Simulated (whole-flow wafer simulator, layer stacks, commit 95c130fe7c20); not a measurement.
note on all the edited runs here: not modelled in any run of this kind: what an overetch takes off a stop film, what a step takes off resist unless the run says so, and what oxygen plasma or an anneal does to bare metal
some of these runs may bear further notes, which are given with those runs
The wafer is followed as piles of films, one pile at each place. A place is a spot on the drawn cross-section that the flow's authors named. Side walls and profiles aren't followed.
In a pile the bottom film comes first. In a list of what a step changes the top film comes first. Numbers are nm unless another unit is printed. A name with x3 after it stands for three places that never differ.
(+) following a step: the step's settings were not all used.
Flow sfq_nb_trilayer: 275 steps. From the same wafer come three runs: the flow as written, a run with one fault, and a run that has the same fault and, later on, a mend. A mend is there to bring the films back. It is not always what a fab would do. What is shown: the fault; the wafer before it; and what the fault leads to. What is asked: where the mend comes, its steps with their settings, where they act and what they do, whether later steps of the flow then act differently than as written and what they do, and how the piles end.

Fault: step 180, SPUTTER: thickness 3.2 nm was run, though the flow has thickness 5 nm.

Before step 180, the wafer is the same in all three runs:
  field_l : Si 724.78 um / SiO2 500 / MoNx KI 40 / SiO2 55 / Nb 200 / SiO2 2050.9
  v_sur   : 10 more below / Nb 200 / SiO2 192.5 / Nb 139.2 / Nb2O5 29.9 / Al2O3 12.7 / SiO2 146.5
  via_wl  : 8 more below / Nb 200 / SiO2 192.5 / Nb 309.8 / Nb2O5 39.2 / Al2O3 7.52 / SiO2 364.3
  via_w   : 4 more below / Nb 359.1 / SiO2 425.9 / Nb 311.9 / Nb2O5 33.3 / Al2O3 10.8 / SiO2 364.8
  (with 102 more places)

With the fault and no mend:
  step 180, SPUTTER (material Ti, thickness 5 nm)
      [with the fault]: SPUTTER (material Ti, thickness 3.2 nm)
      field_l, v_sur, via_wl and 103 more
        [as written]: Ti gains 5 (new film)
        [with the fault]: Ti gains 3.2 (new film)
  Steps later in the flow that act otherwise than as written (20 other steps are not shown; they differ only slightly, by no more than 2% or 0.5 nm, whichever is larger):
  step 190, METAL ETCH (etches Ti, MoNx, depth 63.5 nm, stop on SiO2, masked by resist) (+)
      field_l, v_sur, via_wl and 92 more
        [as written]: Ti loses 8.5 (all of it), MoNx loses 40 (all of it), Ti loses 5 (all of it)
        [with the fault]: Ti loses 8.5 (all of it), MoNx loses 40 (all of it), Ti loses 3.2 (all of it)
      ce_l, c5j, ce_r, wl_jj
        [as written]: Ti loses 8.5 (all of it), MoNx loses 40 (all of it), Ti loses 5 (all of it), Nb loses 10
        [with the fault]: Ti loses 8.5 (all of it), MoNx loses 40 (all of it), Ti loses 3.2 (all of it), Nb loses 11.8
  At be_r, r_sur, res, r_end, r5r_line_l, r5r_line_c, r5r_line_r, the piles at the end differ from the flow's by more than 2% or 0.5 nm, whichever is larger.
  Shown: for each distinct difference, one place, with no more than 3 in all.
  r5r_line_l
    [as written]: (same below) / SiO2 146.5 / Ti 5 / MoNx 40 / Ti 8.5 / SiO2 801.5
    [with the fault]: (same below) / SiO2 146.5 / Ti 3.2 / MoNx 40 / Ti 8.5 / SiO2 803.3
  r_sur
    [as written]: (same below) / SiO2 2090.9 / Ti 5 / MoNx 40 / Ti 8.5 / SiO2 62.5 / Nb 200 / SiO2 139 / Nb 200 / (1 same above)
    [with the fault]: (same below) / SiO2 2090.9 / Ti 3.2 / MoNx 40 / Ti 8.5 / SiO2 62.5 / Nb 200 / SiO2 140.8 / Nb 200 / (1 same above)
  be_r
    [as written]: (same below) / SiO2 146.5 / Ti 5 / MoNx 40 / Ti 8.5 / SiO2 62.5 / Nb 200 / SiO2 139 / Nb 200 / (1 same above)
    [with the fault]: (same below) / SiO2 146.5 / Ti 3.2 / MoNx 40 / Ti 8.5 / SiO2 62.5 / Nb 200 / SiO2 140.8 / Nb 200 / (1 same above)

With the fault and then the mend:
  The mend stands after step 180.
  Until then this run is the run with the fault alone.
  step 180a, SPUTTER (material Ti, thickness 1.8 nm) (the flow's step 180, run once more with other settings)
      field_l, v_sur, via_wl and 103 more
        Ti gains 1.8
  Every later step of the flow that is run acts as written at every place that is followed.
  The piles end the same as the flow's at every place that both follow.
